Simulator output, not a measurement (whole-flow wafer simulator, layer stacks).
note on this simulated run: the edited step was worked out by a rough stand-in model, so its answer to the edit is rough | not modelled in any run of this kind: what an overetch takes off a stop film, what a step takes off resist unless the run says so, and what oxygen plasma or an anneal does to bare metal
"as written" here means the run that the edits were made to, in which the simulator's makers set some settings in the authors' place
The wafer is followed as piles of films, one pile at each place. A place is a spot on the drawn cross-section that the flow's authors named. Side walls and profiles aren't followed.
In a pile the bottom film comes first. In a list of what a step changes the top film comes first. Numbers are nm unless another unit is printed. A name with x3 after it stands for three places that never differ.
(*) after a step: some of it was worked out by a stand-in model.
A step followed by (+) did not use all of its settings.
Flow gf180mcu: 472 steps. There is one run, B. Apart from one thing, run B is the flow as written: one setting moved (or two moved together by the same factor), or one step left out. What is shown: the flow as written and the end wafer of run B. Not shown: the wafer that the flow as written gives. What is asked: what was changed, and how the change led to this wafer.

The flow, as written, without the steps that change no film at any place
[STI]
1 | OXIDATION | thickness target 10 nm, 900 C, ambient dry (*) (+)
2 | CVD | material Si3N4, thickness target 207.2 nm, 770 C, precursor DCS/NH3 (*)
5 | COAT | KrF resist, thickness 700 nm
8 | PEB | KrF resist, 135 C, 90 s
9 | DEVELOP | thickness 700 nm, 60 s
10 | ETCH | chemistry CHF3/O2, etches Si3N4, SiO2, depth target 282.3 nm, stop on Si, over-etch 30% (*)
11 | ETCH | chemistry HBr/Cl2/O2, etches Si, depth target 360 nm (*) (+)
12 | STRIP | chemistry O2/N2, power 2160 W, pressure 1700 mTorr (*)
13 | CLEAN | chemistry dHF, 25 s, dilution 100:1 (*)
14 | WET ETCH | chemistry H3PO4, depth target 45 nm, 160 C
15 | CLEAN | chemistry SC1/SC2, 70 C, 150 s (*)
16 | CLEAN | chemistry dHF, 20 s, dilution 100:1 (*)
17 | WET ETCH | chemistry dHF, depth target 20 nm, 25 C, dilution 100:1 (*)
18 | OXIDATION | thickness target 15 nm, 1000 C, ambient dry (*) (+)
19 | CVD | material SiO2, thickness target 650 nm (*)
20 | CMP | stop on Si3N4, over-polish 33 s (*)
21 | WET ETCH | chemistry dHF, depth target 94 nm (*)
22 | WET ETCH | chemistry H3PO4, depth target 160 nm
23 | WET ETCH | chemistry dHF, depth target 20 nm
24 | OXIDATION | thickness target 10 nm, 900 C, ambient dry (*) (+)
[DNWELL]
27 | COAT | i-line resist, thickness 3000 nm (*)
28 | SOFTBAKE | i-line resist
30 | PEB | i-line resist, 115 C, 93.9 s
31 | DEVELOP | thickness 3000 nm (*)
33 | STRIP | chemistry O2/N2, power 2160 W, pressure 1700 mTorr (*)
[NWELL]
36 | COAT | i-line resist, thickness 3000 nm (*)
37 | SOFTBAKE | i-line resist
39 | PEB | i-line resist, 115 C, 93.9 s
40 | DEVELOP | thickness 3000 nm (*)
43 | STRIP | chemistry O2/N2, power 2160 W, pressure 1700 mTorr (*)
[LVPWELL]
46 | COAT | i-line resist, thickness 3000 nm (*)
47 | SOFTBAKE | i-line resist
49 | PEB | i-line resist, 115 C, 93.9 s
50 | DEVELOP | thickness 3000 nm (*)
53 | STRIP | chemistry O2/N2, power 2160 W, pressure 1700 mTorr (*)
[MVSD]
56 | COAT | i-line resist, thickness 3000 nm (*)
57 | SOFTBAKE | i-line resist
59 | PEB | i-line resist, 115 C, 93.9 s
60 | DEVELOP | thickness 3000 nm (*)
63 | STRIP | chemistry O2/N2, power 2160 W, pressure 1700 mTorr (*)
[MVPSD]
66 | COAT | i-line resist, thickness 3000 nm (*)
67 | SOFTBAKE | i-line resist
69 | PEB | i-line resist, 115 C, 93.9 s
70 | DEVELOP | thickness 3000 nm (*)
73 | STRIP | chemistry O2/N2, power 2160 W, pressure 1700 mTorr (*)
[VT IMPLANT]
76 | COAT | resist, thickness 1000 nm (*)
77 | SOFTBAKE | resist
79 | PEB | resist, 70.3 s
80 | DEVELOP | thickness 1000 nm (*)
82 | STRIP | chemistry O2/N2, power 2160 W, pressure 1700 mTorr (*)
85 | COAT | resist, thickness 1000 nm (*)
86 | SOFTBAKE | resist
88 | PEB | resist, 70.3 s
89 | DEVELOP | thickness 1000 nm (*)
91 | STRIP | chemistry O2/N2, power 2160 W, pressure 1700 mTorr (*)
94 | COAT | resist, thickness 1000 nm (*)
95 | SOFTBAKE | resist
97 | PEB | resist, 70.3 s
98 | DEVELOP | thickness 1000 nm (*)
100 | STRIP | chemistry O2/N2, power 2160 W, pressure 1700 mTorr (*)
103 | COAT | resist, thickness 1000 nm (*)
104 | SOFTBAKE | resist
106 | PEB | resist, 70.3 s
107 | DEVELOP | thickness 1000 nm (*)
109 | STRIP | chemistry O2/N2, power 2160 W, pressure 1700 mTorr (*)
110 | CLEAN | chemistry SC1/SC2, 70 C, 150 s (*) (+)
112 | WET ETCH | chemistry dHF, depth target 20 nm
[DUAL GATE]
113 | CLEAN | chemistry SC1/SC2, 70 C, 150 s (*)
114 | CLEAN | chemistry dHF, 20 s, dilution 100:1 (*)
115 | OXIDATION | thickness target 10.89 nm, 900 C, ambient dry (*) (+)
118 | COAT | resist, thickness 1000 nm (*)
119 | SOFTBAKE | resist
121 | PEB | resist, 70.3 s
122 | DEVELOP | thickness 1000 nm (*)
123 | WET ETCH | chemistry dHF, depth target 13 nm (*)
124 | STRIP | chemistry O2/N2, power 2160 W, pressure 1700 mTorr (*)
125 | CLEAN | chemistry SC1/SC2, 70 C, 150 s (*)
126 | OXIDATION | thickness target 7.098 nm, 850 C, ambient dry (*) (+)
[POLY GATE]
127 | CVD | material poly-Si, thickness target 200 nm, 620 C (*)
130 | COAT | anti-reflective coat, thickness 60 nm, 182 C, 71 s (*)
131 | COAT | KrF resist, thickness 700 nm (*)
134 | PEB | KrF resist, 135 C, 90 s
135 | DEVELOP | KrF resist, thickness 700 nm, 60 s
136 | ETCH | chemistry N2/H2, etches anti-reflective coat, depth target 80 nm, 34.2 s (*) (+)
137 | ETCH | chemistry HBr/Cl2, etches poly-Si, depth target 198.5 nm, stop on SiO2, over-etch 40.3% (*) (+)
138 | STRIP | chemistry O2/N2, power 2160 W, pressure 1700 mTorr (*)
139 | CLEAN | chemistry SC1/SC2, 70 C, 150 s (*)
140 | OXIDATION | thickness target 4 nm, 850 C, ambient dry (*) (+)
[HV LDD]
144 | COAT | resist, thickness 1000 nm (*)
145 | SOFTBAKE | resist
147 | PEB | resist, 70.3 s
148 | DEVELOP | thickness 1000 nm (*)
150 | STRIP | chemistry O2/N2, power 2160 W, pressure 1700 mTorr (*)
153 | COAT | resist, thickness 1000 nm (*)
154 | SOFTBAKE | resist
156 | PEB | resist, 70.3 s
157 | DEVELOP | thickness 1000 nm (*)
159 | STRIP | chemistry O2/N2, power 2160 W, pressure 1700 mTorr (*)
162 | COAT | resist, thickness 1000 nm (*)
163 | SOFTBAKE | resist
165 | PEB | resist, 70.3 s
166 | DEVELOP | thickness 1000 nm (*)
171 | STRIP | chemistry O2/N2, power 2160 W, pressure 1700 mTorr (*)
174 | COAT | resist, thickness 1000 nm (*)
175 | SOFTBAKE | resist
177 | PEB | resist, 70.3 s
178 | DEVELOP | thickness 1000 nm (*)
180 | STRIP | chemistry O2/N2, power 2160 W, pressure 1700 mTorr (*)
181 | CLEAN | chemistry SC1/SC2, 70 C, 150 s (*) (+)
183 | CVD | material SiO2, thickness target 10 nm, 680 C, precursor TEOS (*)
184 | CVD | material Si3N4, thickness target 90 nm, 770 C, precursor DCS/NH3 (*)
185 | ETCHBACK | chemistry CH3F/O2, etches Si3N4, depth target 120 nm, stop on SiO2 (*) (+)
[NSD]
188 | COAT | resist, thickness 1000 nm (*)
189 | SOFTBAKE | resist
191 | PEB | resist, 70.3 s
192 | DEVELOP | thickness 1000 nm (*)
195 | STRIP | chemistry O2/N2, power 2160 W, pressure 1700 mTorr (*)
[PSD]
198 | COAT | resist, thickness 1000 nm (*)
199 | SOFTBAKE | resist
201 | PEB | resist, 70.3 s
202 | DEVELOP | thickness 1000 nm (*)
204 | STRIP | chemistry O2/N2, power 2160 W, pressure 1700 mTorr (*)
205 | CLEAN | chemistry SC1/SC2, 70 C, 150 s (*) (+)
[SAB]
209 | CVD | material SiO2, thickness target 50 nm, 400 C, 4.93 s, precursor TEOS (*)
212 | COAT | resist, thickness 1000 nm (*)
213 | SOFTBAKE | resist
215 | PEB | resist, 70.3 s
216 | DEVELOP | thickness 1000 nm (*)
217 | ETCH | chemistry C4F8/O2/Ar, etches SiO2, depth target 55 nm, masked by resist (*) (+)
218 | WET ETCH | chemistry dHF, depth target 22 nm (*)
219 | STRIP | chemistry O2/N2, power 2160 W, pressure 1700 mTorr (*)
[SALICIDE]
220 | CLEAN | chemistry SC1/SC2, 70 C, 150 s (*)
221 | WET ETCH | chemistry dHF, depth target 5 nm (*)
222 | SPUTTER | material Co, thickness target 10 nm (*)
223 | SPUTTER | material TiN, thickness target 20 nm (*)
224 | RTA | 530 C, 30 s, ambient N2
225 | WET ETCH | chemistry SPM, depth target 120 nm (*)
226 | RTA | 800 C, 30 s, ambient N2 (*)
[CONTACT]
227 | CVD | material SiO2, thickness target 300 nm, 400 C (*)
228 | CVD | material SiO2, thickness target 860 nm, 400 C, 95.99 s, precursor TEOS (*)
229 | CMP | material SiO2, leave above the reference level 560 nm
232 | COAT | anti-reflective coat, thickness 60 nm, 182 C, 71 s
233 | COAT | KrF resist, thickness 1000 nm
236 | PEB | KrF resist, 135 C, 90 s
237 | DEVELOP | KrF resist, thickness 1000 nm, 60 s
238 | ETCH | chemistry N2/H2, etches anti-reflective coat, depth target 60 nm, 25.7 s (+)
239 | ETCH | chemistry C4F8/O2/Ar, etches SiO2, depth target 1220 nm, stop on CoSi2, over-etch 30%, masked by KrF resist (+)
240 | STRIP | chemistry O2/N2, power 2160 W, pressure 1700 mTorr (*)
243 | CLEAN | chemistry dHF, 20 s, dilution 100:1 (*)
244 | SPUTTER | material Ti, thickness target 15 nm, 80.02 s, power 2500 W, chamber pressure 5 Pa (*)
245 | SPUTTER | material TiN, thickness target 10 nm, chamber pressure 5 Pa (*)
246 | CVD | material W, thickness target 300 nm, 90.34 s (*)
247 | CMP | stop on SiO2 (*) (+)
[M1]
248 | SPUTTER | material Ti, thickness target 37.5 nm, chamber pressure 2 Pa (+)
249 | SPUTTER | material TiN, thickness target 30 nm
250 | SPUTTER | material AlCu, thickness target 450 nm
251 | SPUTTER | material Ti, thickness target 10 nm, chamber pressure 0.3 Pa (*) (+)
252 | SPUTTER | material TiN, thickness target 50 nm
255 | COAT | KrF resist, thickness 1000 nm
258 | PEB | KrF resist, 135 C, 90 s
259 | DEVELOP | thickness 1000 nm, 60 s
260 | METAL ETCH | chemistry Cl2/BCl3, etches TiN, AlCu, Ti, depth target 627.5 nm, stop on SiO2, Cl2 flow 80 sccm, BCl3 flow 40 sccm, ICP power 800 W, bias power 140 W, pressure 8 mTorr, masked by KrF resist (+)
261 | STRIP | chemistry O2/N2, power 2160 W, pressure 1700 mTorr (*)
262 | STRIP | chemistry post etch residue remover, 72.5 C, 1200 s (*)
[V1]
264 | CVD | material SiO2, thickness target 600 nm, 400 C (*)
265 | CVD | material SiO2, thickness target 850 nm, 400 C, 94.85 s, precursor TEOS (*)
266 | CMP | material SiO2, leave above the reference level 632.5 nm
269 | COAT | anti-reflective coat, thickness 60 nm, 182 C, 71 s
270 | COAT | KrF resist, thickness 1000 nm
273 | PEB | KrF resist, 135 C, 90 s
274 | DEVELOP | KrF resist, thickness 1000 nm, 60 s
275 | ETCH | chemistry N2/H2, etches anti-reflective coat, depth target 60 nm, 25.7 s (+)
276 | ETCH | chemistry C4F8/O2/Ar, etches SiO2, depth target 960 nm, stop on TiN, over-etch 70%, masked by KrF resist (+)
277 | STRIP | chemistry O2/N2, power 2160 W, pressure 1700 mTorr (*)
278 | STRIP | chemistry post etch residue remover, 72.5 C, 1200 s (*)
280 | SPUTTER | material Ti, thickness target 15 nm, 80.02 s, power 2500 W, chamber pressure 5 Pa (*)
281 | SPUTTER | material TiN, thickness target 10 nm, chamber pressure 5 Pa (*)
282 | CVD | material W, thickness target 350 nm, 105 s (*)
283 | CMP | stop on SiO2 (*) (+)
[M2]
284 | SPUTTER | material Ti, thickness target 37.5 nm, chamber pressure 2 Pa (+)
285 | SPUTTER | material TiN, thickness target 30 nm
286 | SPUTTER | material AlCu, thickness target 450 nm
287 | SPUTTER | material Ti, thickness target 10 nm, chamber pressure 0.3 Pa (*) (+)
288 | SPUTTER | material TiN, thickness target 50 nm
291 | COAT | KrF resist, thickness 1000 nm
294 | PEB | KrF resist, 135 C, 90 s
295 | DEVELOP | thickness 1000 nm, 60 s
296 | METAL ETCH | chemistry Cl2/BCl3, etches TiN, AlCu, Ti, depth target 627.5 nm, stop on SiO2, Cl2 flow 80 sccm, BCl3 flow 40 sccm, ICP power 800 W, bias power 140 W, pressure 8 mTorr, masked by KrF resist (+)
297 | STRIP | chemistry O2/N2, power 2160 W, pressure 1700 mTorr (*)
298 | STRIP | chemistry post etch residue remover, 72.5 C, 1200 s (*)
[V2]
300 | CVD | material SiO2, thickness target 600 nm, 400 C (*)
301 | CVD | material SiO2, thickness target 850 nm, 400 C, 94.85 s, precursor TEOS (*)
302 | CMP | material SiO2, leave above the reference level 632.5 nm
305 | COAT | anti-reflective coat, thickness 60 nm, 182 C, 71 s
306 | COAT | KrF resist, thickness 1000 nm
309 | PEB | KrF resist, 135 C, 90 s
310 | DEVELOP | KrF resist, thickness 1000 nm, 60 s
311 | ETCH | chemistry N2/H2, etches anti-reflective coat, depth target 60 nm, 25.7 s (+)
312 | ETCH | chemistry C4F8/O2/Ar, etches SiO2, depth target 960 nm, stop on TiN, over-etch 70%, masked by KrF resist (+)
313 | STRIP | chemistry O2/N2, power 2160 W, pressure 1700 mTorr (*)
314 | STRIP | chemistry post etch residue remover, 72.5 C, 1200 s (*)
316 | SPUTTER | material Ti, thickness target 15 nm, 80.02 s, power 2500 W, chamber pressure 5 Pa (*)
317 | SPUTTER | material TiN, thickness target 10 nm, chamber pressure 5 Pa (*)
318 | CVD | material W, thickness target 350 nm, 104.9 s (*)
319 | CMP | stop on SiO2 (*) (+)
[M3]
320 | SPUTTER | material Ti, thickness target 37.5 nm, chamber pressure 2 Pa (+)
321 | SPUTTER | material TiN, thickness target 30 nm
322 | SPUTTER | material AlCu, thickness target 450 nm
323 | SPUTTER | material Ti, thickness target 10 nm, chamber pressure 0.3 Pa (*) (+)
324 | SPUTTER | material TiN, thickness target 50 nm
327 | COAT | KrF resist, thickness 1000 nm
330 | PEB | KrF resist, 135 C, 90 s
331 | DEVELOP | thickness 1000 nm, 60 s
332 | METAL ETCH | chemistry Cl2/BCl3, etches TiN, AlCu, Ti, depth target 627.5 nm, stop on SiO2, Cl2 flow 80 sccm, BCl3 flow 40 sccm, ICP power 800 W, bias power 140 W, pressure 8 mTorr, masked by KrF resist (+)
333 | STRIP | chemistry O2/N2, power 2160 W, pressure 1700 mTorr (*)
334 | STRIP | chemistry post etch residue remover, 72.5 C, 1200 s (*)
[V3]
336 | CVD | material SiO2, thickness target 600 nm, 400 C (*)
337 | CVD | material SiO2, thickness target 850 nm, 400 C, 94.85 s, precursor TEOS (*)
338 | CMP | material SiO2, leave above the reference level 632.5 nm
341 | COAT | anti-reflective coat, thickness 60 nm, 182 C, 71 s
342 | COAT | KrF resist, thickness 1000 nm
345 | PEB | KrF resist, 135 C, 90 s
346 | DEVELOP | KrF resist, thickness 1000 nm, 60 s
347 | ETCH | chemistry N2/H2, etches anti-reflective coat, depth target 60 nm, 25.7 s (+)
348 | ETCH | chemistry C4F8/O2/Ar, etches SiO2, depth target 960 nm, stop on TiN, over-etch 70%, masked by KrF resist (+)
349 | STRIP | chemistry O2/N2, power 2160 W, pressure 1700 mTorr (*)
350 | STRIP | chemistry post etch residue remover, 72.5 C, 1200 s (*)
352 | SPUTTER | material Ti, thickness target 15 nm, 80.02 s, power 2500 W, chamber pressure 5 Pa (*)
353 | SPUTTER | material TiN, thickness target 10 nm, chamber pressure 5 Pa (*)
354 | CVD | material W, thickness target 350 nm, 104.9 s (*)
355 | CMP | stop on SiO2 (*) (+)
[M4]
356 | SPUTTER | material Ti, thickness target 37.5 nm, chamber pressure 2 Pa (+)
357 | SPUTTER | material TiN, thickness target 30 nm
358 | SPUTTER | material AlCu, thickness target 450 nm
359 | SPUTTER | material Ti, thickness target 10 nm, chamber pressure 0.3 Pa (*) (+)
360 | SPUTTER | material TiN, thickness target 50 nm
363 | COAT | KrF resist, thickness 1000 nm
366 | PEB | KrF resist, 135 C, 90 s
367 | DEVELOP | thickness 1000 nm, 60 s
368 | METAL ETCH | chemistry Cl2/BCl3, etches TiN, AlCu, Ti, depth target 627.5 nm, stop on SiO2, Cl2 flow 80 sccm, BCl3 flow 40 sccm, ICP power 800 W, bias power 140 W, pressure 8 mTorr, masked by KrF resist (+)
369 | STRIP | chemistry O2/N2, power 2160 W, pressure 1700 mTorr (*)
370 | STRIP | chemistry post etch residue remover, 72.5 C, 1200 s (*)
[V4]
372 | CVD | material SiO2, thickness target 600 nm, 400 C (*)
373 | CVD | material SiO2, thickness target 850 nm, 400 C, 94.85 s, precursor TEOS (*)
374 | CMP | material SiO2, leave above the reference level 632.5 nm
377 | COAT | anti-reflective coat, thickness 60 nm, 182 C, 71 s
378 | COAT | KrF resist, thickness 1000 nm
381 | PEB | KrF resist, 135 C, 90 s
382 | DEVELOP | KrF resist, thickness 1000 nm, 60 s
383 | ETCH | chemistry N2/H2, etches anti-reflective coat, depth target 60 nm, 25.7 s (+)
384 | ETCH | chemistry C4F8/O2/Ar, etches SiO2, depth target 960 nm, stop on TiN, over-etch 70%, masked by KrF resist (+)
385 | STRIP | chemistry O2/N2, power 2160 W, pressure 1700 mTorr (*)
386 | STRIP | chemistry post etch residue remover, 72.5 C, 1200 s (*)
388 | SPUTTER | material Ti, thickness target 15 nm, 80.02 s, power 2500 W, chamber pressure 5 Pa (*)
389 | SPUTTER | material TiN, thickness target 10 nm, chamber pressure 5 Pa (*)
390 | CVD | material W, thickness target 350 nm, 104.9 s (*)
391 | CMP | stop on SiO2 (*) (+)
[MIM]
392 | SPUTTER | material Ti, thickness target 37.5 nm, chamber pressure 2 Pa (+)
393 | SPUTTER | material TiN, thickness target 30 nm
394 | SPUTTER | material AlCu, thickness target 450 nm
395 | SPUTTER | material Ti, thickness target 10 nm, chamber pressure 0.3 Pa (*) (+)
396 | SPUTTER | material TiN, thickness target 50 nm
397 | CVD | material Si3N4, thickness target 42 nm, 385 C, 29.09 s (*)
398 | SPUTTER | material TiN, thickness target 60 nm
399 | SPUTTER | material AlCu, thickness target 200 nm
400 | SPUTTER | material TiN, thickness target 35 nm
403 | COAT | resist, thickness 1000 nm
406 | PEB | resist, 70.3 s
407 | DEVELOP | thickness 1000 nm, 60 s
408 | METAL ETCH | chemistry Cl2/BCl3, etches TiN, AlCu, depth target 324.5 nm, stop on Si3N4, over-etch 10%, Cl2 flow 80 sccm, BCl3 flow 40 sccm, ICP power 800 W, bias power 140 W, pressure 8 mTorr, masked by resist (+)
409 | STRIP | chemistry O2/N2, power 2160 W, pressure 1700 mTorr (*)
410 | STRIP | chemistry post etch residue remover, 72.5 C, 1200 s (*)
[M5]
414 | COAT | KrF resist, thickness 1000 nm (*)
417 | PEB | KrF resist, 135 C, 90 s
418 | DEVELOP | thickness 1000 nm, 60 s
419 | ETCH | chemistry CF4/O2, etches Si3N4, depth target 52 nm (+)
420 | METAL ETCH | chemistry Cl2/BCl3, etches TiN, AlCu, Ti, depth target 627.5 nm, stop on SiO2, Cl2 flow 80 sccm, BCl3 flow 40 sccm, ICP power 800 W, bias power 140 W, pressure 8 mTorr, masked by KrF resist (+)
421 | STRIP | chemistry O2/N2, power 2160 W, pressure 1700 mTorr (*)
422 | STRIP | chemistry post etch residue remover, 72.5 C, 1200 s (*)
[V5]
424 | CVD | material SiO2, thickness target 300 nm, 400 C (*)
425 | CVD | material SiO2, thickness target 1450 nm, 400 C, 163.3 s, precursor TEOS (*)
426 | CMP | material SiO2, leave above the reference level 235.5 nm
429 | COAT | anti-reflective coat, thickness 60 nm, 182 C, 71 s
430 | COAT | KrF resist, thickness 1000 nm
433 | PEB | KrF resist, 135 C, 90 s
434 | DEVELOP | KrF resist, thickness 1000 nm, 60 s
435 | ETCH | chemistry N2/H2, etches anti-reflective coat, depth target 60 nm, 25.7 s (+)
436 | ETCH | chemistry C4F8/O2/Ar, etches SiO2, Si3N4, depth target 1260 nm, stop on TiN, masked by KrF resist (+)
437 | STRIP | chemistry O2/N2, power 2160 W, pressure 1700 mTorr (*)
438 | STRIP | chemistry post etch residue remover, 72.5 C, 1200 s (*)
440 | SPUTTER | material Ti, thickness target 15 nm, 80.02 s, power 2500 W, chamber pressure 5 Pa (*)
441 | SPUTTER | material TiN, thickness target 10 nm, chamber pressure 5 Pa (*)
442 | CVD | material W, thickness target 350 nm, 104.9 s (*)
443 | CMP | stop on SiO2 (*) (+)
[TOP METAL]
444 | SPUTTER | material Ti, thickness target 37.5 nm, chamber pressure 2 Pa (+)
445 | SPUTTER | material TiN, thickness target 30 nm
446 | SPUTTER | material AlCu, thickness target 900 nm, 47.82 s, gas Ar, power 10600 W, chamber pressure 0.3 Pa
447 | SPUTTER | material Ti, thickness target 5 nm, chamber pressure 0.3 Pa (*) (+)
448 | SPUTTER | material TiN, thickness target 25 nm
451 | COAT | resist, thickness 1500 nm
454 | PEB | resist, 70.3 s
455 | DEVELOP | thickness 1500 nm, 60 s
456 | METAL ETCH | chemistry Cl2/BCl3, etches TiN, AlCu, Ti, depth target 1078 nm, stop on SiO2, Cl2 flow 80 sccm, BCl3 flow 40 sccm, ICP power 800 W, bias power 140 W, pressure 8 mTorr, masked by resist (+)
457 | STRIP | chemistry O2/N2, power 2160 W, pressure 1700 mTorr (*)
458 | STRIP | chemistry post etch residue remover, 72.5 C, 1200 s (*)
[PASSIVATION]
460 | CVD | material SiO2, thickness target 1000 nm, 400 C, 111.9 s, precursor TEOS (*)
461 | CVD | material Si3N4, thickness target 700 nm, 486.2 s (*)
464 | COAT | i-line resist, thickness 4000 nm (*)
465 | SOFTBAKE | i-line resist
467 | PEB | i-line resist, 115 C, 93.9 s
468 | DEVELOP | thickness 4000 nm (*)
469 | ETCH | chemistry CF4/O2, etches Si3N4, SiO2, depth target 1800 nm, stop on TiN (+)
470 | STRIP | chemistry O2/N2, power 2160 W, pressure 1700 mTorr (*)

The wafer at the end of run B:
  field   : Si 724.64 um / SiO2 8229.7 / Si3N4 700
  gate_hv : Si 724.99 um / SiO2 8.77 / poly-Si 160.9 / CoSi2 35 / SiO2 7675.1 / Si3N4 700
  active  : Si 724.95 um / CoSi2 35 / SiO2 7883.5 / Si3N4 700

The reason: step 115, OXIDATION: thickness target 4.463 nm was run, though the flow has thickness target 10.89 nm.

How this came from the change, step by step:
  115 | OXIDATION | thickness target 10.89 nm, 900 C, ambient dry (*) (+)
      active, n_well, p_well and 40 more: +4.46 SiO2 (new film), -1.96 Si (it would be, as written: +10.9 SiO2 (new film), -4.79 Si)
      sti, mim_1p0, pad and 21 more: +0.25 SiO2, -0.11 Si (it would be, as written: +1.22 SiO2, -0.54 Si)
      (also at 25 further places)
  123 | WET ETCH | chemistry dHF, depth target 13 nm (*)
      active, n_well, p_well and 12 more: -4.46 SiO2 (all of it) (it would be, as written: -10.9 SiO2 (all of it))
  126 | OXIDATION | thickness target 7.098 nm, 850 C, ambient dry (*) (+)
      gate_hv, active_hv, active_nat and 25 more: +4.65 SiO2, -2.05 Si (it would be, as written: +3.72 SiO2, -1.64 Si)
  130 | COAT | anti-reflective coat, thickness 60 nm, 182 C, 71 s (*)
      p_well, spacer, sd_n: +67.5 anti-reflective coat (new film) (it would be, as written: +70.9 anti-reflective coat (new film))
      ldn_fp, ldp_fp: +47.2 anti-reflective coat (new film) (it would be, as written: +48.5 anti-reflective coat (new film))
      (also at 23 further places)
  136 | ETCH | chemistry N2/H2, etches anti-reflective coat, depth target 80 nm, 34.2 s (*) (+)
      p_well, spacer, sd_n: -67.5 anti-reflective coat (all of it), -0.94 poly-Si (it would be, as written: -70.9 anti-reflective coat (all of it), -0.85 poly-Si)
      ldn_dft, ldp_dft: -47.5 anti-reflective coat (all of it), -1.45 poly-Si (it would be, as written: -48.7 anti-reflective coat (all of it), -1.42 poly-Si)
      (also at 16 further places)
  138 | STRIP | chemistry O2/N2, power 2160 W, pressure 1700 mTorr (*)
      gate: +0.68 chemical SiO2 (new film), -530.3 KrF resist (all of it), -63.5 anti-reflective coat (all of it), -0.3 poly-Si (it would be, as written: +0.68 chemical SiO2 (new film), -531.7 KrF resist (all of it), -65.5 anti-reflective coat (all of it), -0.3 poly-Si)
      gate_p: +0.68 chemical SiO2 (new film), -529.4 KrF resist (all of it), -64.2 anti-reflective coat (all of it), -0.3 poly-Si (it would be, as written: +0.68 chemical SiO2 (new film), -530.6 KrF resist (all of it), -65.9 anti-reflective coat (all of it), -0.3 poly-Si)
      (also at 5 further places)
  145 | SOFTBAKE | resist
      active_nat: +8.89 resist (it would be, as written: +4.68 resist)
  154 | SOFTBAKE | resist
      active_nat: +8.89 resist (it would be, as written: +4.68 resist)
  163 | SOFTBAKE | resist
      active_nat: +8.89 resist (it would be, as written: +4.68 resist)
  175 | SOFTBAKE | resist
      active_nat: +8.89 resist (it would be, as written: +4.68 resist)
  189 | SOFTBAKE | resist
      active_hv: -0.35 resist (it would be, as written: +2.68 resist)
  199 | SOFTBAKE | resist
      active_hv: -0.35 resist (it would be, as written: +2.68 resist)
  218 | WET ETCH | chemistry dHF, depth target 22 nm (*)
      ldn_tap, ldn_src, ldn_drn, ldp_tap, ldp_src, ldp_drn, ldp_gr: -10.6 SiO2 (all of it) (it would be, as written: -16 SiO2 (all of it))
      ld_drn_n, ld_sd_p: -9.47 SiO2 (all of it) (it would be, as written: -14.8 SiO2 (all of it))
      (also at 5 further places)
  223 | SPUTTER | material TiN, thickness target 20 nm (*)
      field__w12: +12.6 TiN (new film) (it would be, as written: +12 TiN (new film))
  225 | WET ETCH | chemistry SPM, depth target 120 nm (*)
      field__w12: -12.6 TiN (all of it), -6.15 Co (all of it) (it would be, as written: -12 TiN (all of it), -6.15 Co (all of it))
